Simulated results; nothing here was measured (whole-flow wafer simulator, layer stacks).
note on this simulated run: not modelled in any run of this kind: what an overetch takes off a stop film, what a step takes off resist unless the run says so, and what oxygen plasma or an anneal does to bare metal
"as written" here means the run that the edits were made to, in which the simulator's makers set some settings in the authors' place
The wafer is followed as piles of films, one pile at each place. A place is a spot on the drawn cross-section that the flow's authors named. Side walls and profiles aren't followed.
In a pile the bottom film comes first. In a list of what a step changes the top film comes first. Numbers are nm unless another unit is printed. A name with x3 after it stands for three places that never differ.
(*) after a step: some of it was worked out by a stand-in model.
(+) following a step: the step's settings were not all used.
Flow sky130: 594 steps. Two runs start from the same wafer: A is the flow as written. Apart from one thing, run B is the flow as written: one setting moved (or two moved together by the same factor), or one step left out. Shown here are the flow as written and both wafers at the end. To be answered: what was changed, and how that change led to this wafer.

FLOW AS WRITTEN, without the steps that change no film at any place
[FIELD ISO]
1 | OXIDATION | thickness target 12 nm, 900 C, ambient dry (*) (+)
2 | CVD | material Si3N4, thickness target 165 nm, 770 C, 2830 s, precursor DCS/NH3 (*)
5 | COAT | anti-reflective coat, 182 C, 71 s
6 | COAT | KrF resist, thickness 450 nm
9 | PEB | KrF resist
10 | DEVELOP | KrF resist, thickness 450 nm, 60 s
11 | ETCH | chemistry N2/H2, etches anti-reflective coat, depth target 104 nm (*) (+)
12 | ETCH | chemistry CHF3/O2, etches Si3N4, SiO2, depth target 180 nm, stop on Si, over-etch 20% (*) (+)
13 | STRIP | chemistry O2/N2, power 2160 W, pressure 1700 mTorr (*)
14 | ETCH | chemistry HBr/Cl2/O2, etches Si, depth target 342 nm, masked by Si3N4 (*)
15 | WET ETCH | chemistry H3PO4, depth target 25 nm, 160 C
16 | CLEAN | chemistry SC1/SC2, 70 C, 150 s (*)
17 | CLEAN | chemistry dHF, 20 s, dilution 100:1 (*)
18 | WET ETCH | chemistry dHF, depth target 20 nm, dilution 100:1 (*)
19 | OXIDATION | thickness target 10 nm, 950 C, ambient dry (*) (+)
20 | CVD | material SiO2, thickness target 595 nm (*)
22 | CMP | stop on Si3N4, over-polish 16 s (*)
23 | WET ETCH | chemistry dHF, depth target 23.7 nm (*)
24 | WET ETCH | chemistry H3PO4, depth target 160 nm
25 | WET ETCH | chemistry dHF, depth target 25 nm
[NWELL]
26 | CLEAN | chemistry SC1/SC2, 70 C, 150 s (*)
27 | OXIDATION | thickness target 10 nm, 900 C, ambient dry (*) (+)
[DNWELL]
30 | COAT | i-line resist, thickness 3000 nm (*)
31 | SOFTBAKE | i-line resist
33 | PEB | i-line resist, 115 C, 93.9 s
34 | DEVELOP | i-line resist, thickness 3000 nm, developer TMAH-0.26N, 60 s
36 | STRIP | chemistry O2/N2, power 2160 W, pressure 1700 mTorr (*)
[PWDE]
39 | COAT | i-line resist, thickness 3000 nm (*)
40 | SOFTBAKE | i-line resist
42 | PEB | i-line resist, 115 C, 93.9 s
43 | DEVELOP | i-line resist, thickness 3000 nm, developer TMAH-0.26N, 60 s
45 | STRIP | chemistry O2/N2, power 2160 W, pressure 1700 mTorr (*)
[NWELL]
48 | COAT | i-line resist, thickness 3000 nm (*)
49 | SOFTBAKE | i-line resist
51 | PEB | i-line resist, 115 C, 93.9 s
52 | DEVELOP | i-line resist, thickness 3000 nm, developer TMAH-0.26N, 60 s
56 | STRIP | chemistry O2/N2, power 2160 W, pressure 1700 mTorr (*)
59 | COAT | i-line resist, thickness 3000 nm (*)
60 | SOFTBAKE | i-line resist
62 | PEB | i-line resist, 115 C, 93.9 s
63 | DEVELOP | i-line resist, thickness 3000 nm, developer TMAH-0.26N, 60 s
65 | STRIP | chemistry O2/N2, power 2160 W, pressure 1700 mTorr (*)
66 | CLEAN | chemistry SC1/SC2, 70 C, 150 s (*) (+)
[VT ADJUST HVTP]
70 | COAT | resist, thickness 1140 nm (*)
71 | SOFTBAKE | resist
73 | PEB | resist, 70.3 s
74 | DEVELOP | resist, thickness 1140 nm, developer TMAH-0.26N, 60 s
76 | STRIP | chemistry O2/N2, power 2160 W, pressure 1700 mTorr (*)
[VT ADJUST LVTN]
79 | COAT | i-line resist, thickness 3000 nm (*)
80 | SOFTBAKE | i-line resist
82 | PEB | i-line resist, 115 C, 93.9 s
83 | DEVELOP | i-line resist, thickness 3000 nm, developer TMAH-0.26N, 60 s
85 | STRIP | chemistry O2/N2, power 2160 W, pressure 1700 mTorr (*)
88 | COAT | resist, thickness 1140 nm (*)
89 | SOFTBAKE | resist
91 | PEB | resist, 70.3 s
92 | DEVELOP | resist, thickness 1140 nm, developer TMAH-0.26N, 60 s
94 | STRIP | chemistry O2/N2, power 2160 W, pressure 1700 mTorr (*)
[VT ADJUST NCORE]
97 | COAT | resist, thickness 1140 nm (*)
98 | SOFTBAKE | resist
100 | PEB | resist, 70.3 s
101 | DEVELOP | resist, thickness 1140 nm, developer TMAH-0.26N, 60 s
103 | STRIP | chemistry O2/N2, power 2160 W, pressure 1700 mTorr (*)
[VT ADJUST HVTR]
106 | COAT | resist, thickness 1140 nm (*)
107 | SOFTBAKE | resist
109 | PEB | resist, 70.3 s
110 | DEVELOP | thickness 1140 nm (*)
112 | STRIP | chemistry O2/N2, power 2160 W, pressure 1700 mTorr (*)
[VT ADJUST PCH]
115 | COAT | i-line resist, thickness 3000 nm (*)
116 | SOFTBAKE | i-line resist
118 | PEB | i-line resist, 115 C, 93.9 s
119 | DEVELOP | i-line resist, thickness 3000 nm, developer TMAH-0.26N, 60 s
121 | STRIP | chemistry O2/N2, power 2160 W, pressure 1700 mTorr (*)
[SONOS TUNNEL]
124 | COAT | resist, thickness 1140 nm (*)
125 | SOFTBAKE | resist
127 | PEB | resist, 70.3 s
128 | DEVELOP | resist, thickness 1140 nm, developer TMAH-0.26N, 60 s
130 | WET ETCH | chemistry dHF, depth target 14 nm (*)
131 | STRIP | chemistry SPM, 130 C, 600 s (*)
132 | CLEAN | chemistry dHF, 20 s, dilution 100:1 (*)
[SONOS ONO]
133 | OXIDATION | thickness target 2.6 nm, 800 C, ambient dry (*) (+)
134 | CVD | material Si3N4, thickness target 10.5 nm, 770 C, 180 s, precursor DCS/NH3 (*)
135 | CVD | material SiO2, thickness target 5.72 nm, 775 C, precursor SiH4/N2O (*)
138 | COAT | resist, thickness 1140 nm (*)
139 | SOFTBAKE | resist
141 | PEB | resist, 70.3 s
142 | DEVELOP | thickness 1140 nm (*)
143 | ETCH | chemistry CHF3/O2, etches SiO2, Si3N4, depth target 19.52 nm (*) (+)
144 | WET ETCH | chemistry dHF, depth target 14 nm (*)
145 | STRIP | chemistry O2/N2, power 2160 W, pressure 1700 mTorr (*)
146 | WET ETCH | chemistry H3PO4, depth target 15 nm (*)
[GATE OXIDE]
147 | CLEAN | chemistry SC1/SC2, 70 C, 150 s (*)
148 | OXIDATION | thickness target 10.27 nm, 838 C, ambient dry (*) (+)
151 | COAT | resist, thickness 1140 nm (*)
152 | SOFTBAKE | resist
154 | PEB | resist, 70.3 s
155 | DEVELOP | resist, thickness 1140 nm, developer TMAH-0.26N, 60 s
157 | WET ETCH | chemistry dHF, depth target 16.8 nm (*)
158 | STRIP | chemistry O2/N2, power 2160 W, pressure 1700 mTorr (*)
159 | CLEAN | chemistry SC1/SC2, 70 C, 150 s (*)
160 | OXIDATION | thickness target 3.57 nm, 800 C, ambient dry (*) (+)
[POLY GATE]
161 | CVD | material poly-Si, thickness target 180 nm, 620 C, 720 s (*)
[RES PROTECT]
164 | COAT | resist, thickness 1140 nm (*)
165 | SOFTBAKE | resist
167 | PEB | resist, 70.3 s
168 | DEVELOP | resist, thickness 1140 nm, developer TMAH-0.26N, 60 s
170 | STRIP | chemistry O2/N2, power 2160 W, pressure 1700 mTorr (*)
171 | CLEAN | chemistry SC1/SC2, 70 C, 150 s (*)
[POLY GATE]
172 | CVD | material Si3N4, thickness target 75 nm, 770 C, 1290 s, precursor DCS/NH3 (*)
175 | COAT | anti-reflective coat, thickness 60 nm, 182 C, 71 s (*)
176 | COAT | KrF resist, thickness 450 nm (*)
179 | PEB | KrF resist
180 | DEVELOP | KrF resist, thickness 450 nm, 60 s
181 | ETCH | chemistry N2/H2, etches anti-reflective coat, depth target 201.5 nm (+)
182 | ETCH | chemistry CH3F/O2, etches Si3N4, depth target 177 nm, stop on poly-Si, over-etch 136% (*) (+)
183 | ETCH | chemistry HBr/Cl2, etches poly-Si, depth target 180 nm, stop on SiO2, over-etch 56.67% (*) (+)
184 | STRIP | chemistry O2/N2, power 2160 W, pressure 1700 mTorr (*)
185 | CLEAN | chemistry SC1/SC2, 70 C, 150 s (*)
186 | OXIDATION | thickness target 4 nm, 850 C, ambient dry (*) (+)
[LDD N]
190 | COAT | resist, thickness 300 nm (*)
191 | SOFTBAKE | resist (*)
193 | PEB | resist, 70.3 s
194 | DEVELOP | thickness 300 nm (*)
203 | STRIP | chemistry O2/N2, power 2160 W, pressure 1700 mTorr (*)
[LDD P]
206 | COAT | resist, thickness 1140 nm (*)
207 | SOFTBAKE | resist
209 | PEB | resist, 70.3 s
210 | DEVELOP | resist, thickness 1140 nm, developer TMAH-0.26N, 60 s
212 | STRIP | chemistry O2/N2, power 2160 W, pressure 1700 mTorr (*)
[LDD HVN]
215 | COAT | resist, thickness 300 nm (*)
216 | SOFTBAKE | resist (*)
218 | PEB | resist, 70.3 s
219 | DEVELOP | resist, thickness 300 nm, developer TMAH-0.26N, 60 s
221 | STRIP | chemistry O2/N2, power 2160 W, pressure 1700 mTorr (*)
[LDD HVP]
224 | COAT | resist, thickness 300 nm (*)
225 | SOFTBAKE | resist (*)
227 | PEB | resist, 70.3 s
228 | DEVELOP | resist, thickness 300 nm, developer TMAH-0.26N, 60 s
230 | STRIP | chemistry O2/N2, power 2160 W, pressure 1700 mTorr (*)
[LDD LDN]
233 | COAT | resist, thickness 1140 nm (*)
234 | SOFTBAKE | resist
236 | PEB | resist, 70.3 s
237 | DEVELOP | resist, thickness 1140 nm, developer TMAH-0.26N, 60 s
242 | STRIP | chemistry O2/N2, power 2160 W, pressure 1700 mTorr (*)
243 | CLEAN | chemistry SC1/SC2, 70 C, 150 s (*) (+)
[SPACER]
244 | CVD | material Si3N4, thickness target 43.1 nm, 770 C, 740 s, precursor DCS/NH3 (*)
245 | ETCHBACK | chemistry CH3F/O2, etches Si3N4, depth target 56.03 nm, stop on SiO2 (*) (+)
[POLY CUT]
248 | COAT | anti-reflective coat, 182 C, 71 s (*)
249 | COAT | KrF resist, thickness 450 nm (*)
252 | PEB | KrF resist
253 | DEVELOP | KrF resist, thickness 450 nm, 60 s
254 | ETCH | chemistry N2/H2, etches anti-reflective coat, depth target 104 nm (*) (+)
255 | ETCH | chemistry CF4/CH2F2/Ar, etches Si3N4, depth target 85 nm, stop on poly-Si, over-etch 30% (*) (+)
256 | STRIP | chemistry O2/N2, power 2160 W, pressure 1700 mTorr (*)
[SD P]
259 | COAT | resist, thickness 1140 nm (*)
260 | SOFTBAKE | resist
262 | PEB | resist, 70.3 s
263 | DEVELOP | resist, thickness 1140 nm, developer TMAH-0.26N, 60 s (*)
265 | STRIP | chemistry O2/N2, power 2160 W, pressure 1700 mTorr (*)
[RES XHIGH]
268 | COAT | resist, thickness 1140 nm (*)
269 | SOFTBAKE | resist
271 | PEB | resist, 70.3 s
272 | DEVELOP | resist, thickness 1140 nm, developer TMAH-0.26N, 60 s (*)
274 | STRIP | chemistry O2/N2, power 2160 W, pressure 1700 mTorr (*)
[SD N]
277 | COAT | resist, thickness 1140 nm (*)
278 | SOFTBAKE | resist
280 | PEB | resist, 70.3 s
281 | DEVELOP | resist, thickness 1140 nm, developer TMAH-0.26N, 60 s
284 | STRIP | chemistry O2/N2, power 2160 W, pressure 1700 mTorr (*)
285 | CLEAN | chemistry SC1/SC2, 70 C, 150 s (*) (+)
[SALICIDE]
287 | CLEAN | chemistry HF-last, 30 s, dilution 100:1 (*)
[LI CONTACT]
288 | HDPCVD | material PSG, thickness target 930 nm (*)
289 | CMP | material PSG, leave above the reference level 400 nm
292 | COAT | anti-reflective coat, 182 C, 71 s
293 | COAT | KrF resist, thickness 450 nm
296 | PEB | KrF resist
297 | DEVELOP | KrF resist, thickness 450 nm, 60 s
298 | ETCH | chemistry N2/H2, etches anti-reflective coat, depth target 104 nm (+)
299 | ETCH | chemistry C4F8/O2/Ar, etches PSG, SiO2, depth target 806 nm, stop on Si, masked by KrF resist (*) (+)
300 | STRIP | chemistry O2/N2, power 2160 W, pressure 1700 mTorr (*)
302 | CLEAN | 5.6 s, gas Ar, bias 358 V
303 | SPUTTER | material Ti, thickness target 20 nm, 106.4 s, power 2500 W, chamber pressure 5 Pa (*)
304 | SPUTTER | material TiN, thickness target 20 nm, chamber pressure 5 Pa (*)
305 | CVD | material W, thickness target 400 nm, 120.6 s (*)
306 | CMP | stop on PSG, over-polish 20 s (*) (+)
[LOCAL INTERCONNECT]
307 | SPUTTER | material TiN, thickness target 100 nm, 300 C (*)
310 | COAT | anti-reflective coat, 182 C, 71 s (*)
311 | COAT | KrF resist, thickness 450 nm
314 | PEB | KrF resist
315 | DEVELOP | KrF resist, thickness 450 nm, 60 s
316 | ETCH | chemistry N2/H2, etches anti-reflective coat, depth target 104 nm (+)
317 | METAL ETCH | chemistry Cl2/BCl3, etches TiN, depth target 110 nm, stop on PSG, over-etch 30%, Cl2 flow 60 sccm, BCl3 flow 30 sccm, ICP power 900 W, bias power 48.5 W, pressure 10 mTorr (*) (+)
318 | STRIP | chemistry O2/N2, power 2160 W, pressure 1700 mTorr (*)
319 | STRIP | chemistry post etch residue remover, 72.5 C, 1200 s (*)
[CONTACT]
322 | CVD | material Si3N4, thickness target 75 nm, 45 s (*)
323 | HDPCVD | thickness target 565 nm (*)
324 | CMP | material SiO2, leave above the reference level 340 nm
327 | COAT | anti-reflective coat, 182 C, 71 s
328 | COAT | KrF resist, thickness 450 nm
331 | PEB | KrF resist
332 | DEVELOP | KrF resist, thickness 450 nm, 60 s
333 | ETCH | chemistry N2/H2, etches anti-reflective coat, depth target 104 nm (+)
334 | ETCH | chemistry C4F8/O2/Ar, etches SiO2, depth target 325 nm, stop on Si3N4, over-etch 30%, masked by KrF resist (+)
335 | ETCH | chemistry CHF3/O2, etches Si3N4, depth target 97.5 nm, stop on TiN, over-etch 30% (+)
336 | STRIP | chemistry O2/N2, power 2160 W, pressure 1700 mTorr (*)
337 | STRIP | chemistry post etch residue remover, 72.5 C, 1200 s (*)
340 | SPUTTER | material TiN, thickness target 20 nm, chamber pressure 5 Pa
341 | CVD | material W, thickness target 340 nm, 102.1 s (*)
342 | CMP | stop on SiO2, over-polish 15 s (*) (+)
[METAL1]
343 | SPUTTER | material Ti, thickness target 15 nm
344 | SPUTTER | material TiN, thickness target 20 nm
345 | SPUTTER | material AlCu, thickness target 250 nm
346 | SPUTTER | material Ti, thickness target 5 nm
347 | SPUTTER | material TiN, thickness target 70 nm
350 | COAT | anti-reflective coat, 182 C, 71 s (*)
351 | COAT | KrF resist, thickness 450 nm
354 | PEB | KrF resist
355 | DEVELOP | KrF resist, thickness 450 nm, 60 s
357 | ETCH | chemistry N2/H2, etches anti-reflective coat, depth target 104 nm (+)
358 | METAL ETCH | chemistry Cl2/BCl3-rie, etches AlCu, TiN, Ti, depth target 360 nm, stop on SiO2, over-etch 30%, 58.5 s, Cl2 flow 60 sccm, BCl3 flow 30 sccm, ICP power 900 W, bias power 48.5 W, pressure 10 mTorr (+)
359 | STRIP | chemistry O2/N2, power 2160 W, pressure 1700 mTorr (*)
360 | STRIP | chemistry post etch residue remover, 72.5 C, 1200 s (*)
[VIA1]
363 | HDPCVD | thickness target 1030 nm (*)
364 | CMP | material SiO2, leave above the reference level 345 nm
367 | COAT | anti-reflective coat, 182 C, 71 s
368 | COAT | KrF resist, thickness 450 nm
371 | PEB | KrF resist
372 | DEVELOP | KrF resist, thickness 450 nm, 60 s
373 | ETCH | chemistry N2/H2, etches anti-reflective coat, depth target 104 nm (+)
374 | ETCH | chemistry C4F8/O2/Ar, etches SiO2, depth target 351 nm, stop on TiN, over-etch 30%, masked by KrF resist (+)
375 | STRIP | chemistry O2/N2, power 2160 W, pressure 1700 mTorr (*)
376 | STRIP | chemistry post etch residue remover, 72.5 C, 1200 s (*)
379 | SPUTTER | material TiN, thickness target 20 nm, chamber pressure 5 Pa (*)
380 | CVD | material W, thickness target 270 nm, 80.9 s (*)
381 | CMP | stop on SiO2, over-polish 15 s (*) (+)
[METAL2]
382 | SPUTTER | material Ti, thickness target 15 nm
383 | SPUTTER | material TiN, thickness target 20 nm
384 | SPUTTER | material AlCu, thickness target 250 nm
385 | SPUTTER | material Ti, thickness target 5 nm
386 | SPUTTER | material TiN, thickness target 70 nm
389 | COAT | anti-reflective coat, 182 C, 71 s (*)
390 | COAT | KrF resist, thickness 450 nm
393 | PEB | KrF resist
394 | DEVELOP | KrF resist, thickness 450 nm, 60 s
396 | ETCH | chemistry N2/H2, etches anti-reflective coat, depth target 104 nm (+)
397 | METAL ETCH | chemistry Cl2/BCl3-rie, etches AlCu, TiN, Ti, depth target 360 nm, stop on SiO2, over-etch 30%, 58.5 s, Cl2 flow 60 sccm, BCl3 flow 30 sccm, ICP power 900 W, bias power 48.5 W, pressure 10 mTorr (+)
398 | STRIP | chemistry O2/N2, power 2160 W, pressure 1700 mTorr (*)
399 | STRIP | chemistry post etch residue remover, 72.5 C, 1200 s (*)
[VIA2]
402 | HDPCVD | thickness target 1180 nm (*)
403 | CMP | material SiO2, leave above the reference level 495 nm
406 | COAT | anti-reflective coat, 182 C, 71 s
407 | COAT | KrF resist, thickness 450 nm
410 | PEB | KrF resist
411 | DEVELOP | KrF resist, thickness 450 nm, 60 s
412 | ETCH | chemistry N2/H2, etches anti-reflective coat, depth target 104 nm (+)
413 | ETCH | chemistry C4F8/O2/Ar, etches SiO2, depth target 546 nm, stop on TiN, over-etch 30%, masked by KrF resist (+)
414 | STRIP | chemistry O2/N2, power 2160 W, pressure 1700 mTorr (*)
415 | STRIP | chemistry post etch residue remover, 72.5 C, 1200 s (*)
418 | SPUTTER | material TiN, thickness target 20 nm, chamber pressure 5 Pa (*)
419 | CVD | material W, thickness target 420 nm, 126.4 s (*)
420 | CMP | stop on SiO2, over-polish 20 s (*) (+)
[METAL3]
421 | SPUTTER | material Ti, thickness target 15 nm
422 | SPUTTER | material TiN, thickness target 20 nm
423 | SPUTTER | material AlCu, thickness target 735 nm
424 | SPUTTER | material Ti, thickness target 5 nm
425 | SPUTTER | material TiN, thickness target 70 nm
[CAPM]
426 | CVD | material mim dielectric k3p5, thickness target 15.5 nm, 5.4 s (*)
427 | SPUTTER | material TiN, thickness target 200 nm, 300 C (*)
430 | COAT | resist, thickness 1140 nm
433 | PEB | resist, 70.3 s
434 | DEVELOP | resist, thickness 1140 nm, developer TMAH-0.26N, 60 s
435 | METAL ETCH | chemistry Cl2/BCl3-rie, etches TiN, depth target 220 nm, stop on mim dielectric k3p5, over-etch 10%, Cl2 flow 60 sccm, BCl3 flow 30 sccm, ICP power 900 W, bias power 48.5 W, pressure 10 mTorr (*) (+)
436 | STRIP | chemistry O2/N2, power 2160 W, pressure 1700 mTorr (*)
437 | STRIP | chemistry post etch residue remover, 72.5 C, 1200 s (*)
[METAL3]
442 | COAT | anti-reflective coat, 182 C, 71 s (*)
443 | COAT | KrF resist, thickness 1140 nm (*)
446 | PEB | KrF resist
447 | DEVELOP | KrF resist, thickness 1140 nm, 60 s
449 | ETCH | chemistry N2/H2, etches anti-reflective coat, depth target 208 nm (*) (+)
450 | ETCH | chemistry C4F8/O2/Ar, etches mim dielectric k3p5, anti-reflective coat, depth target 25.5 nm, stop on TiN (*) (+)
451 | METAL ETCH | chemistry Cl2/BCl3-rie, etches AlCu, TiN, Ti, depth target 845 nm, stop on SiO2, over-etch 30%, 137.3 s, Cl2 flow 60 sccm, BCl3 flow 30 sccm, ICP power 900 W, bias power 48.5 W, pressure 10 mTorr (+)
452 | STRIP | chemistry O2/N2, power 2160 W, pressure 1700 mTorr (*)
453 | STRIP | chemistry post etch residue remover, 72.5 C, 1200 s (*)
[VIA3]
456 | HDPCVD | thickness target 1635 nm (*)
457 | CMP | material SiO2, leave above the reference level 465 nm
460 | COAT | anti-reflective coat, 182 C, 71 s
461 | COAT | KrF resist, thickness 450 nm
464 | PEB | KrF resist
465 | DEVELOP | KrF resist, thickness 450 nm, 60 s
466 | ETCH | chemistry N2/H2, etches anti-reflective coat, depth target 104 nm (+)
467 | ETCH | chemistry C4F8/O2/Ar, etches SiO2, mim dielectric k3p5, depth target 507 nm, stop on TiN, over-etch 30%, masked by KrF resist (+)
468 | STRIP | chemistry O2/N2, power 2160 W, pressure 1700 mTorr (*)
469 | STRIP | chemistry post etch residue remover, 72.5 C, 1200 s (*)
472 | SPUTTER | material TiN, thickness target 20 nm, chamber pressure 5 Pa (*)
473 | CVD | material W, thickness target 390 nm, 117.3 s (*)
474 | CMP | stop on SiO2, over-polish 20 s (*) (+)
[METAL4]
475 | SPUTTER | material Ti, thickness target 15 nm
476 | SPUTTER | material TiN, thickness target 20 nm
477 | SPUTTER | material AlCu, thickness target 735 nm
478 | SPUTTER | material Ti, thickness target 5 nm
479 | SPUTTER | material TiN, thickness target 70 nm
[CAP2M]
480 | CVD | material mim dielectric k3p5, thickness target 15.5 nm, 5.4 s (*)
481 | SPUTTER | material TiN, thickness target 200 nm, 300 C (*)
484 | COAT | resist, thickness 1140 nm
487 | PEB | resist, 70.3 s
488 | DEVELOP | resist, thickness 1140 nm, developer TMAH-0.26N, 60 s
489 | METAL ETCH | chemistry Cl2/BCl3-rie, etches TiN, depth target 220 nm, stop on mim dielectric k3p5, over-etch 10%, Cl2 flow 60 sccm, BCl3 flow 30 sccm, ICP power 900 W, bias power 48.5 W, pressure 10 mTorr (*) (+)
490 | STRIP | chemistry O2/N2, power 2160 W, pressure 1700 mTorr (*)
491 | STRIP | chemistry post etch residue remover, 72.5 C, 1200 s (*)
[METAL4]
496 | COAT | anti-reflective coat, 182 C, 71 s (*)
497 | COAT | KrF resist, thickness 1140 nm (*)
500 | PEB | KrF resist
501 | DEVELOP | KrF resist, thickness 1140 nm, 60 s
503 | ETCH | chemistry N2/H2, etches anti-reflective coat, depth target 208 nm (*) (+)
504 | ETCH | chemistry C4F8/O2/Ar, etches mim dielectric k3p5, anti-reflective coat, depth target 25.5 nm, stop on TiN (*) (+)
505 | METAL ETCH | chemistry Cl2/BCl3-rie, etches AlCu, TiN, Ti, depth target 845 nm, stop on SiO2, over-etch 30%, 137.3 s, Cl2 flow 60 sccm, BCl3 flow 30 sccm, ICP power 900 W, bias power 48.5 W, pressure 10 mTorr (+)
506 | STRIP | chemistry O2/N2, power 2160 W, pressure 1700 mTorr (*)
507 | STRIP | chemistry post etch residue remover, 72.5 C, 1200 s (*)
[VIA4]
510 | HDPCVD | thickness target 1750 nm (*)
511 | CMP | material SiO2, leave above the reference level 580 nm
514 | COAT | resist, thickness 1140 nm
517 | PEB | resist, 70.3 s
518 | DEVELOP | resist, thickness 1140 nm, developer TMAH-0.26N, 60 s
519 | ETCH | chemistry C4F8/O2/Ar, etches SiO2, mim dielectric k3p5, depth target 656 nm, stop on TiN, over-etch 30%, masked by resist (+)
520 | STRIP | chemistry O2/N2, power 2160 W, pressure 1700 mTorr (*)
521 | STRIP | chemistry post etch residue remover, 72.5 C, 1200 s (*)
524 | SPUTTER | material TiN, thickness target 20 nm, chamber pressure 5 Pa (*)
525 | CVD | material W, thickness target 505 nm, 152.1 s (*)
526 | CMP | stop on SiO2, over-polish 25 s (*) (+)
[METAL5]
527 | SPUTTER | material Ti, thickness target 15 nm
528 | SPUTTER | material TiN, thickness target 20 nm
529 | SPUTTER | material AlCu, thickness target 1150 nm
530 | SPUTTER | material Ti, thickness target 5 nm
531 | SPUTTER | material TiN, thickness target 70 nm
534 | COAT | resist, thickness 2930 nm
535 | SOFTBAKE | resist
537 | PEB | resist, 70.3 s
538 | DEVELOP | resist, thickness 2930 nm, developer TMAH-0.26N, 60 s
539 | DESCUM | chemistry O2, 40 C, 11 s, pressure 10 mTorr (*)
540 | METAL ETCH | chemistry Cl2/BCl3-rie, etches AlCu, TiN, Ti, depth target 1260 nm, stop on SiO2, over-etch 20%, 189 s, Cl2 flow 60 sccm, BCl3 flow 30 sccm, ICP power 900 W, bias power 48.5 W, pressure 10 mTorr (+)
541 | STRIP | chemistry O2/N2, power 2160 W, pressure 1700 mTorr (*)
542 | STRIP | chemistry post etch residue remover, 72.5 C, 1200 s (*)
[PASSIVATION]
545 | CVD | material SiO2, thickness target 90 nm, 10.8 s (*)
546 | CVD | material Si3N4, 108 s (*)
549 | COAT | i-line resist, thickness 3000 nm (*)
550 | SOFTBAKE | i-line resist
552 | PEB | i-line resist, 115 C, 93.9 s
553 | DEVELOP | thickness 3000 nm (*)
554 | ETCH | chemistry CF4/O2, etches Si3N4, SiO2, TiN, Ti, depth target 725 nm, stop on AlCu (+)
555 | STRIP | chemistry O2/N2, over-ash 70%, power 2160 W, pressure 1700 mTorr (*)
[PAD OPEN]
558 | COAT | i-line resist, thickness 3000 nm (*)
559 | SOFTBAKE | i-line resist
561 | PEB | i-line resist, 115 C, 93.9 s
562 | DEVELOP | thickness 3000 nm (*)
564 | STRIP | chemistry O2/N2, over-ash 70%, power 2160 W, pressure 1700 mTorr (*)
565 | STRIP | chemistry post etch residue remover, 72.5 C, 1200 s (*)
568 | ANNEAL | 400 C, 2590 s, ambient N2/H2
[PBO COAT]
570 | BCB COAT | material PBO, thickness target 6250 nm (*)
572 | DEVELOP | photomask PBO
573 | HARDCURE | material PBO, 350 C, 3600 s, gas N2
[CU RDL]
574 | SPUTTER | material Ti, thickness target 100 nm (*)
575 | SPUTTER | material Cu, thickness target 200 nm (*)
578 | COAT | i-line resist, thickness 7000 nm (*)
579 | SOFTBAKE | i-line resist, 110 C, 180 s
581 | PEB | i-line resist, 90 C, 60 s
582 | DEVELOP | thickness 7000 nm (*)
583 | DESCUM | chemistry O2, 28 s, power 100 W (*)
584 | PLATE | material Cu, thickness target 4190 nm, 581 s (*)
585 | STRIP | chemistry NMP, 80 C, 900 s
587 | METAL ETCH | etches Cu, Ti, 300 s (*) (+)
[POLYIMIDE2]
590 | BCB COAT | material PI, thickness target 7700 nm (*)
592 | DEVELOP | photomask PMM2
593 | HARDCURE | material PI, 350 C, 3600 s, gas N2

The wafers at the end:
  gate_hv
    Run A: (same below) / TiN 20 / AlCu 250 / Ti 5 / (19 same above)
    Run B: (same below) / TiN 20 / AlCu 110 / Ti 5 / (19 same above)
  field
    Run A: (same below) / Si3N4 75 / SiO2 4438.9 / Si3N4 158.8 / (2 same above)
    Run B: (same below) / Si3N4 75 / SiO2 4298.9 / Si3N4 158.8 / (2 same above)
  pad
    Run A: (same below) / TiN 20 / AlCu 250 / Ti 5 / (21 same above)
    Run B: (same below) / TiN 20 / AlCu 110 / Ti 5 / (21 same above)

What caused this: step 384, SPUTTER: thickness target 110 nm was run, though the flow has thickness target 250 nm.
The wafer lets one read it off: gate_hv has AlCu 110, and step 384 as written asks for 250 nm.

How this came from the change, step by step:
  384 | SPUTTER | material AlCu, thickness target 250 nm
      field, active, n_well and 188 more: A +250 AlCu (new film) | B +110 AlCu (new film)
  397 | METAL ETCH | chemistry Cl2/BCl3-rie, etches AlCu, TiN, Ti, depth target 360 nm, stop on SiO2, over-etch 30%, 58.5 s, Cl2 flow 60 sccm, BCl3 flow 30 sccm, ICP power 900 W, bias power 48.5 W, pressure 10 mTorr (+)
      field, active, gate and 82 more: A -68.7 TiN (all of it), -5 Ti (all of it), -250 AlCu (all of it), -20 TiN (all of it), -15 Ti (all of it), -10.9 SiO2 | B -68.7 TiN (all of it), -5 Ti (all of it), -110 AlCu (all of it), -20 TiN (all of it), -15 Ti (all of it), -24.9 SiO2
  403 | CMP | material SiO2, leave above the reference level 495 nm
      field, active, gate and 82 more: A -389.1 SiO2 | B -515.1 SiO2
